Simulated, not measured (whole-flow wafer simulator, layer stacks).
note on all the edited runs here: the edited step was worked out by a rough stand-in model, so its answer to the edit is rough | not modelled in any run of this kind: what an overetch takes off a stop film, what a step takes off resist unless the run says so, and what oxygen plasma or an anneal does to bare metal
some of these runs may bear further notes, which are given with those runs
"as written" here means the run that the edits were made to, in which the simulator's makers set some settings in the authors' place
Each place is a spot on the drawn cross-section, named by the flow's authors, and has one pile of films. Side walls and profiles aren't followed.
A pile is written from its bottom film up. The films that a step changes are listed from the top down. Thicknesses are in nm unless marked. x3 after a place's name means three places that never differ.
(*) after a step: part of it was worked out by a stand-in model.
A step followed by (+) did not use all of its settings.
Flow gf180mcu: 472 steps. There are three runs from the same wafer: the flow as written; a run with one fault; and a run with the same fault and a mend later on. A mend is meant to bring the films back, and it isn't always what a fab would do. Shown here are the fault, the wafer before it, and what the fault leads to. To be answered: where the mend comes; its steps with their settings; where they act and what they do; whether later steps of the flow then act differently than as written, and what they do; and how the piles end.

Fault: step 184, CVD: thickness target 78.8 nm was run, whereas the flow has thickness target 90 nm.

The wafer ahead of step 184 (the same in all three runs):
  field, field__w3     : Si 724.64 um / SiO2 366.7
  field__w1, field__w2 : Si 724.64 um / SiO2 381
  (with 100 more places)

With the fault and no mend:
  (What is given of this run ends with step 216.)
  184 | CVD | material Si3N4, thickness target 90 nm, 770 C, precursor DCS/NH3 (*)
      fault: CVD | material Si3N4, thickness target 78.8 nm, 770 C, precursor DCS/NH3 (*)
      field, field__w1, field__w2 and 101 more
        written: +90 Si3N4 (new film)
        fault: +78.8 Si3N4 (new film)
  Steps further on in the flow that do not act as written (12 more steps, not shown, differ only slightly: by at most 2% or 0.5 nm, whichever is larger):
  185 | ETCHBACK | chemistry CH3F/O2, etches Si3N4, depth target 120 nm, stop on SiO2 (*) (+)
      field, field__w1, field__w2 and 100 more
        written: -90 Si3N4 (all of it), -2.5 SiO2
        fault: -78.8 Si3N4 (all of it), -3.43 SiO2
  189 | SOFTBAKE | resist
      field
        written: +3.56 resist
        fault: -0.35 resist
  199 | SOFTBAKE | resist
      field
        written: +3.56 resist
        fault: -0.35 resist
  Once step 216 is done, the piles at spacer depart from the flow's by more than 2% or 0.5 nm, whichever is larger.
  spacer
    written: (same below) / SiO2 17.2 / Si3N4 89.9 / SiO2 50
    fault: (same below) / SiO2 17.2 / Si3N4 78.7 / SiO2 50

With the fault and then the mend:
  After step 184 comes the mend.
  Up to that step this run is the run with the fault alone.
  184a | CVD | material Si3N4, thickness target 11.2 nm, 770 C, precursor DCS/NH3 (*) (a further turn of the flow's step 184, with different settings)
      field, field__w1, field__w2 and 101 more
        +11.2 Si3N4
  Every later step of the flow that is run acts as written, at every place that is followed, to within 2% or 0.5 nm, whichever is larger.
  At every place that both follow, the piles at the end match the flow's.
